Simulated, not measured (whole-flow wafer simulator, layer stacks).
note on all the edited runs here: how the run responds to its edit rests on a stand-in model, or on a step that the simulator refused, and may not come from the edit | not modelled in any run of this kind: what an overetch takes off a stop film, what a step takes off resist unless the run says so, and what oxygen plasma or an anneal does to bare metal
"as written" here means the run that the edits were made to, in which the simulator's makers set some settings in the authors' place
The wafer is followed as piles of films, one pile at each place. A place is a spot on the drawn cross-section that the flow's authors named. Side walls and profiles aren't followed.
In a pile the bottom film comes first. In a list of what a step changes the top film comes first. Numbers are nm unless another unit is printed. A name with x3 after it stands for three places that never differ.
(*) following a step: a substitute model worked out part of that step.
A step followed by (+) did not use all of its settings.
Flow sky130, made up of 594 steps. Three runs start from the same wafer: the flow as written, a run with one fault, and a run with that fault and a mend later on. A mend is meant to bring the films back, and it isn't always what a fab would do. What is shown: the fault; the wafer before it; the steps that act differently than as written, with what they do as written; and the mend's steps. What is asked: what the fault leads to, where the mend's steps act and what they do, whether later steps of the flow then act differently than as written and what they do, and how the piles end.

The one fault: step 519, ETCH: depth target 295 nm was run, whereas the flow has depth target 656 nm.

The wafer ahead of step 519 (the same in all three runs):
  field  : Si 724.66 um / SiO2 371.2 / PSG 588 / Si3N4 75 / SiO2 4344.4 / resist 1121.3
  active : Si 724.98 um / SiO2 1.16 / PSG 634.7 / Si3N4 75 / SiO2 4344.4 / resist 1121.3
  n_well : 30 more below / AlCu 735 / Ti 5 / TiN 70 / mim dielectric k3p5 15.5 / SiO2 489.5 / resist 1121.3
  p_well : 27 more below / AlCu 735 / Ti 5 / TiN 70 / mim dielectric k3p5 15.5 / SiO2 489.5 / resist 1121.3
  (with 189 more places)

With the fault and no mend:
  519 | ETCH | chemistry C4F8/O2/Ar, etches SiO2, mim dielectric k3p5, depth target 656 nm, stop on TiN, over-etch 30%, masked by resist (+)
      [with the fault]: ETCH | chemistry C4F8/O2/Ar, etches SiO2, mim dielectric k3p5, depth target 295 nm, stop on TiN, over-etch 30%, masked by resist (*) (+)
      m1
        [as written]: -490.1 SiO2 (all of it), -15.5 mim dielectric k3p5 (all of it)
        [with the fault]: -295 SiO2
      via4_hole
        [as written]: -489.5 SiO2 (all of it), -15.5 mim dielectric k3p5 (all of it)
        [with the fault]: -295 SiO2
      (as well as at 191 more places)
  Later steps of the flow acting differently than as written (not shown: 1 more step that differs only slightly, by at most 2% or 0.5 nm, whichever is larger):
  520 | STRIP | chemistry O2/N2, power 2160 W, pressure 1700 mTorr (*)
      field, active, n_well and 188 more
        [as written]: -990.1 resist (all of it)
        [with the fault]: -1062.3 resist (all of it)
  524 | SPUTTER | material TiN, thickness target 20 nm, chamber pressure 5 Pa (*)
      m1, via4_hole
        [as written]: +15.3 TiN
        [with the fault]: +16.8 TiN (new film)
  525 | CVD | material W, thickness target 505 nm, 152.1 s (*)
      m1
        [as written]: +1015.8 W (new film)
        [with the fault]: +606.4 W (new film)
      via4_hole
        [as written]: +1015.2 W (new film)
        [with the fault]: +608.1 W (new film)
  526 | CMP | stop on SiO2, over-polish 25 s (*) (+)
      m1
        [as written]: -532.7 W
        [with the fault]: -335.9 W
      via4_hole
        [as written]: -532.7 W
        [with the fault]: -337.7 W
  By the end, the piles at m1, via4_hole depart from the flow's by more than 2% or 0.5 nm, whichever is larger.
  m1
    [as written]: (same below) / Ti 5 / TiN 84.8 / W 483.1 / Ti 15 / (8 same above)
    [with the fault]: (same below) / Ti 5 / TiN 70 / mim dielectric k3p5 15.5 / SiO2 195.1 / TiN 16.8 / W 270.5 / Ti 15 / (8 same above)
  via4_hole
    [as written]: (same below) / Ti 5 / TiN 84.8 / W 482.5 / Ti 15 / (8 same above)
    [with the fault]: (same below) / Ti 5 / TiN 70 / mim dielectric k3p5 15.5 / SiO2 194.5 / TiN 16.8 / W 270.5 / Ti 15 / (8 same above)

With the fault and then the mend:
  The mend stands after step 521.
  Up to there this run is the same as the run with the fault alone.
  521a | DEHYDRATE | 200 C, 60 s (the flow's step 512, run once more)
      does not change any film at any place that is followed
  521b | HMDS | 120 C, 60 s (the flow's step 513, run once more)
      does not change any film at any place that is followed
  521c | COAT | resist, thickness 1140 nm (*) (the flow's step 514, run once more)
      gate_hv, mim, dice_street and 116 more
        +1140 resist (new film)
      n_well, p_well, sd_n and 7 more
        +1139.6 resist (new film)
      gate_p_hvt_sd, active_p_hvt, gate_p_lvt_sd, active_p_lvt, gate_p_g5v0_sd, active_p_g5v0, spacer_p_g5v0
        +1139.8 resist (new film)
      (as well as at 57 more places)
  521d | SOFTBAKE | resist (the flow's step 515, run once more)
      via2_enc, via3_hole
        -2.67 resist
      field
        +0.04 resist
      active
        +0.08 resist
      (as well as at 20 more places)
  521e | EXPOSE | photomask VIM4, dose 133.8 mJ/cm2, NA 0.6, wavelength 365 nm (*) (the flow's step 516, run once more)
      does not change any film at any place that is followed
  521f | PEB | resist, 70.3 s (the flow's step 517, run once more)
      field, active, n_well and 173 more
        -18.7 resist
      sonos_cell, nwell_res, iso_guard, via3_hole, via3_enc, via4_enc, sonos_guard, sonos_guard_hv
        -18.5 resist
      pplus_nw, pwell_dnw, poly_endcap, via1_hole, via1_enc, via2_hole, via2_enc
        -18.6 resist
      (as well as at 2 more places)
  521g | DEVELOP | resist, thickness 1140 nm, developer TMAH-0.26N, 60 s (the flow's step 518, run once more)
      sonos_cell, pplus_nw, gate_p_g5v0 and 8 more
        -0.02 resist
      m1
        -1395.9 resist (all of it)
      via4_hole
        -1395.5 resist (all of it)
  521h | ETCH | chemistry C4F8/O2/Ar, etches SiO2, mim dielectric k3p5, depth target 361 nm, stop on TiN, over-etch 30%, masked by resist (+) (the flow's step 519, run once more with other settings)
      field, active, n_well and 188 more
        -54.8 resist
      m1
        -195.1 SiO2 (all of it), -15.5 mim dielectric k3p5 (all of it)
      via4_hole
        -194.5 SiO2 (all of it), -15.5 mim dielectric k3p5 (all of it)
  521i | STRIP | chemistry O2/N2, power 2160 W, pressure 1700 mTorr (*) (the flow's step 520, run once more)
      gate_hv, mim, dice_street and 116 more
        -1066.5 resist (all of it)
      n_well, p_well, sd_n and 7 more
        -1066.1 resist (all of it)
      gate_p_sd, active_p, gate_p_hvt_sd and 7 more
        -1066.3 resist (all of it)
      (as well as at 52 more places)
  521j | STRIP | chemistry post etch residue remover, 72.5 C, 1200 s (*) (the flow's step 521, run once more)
      m1, via4_hole
        -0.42 TiN
  Later steps of the flow that are run all act as written at every place that is followed.
  By the end, the piles equal the flow's at every place that both follow.
